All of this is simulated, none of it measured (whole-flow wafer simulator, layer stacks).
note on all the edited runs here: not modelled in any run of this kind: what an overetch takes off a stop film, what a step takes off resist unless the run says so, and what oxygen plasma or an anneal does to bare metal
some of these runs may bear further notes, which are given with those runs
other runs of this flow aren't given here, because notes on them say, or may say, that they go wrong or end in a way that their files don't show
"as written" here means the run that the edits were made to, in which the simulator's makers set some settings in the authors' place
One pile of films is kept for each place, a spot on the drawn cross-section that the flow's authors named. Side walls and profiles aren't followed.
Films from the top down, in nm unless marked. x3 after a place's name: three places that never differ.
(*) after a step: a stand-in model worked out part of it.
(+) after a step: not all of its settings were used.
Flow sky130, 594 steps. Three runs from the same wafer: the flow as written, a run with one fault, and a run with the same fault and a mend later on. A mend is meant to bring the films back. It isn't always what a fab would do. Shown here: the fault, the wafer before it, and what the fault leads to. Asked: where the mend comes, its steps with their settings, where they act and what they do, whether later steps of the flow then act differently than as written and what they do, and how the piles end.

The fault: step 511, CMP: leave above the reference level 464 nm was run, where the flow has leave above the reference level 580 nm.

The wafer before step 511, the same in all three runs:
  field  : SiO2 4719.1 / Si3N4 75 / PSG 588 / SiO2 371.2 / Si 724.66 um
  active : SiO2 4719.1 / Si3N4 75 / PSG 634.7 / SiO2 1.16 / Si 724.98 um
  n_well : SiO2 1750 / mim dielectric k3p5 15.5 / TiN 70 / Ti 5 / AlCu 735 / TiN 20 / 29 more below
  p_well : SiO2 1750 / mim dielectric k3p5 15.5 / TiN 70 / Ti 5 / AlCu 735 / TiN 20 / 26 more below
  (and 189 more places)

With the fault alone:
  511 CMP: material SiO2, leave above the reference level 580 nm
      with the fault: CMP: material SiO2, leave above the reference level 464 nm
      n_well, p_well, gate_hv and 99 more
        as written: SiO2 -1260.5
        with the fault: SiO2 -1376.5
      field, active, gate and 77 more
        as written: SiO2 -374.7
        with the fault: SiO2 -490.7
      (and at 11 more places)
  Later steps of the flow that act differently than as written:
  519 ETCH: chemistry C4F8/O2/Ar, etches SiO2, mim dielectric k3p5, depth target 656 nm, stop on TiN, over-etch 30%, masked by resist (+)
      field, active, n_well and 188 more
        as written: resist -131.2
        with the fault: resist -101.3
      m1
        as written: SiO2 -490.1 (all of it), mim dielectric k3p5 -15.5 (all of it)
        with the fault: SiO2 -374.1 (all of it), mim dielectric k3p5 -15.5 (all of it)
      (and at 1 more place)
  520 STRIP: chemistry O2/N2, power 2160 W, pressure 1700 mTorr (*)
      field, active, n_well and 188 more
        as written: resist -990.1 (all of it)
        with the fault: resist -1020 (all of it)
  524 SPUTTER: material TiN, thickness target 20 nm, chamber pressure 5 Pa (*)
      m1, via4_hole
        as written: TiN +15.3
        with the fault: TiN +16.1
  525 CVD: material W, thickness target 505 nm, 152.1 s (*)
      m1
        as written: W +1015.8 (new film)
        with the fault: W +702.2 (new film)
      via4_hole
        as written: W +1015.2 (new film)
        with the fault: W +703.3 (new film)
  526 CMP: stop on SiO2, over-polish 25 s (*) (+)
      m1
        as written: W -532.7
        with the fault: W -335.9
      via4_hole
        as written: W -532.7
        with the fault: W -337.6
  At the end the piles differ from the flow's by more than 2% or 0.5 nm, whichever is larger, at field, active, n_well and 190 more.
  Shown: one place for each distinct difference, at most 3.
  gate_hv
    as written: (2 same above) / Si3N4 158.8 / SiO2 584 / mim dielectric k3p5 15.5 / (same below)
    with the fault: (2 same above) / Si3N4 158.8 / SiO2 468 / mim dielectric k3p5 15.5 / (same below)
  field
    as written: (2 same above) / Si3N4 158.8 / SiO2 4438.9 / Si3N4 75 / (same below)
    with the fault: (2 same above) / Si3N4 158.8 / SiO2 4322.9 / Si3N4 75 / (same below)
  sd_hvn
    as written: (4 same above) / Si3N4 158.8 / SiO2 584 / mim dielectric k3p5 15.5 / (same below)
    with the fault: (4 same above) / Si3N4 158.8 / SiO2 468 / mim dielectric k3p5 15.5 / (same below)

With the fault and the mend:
  The mend comes after step 511.
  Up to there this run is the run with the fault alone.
  511a HDPCVD: thickness target 116 nm (*) (the flow's step 510 once more, with other settings)
      field, active, n_well and 190 more
        SiO2 +116
  No later step of the flow acts differently than as written at any place that is followed.
  At the end the piles are the same as the flow's at every place that both follow.
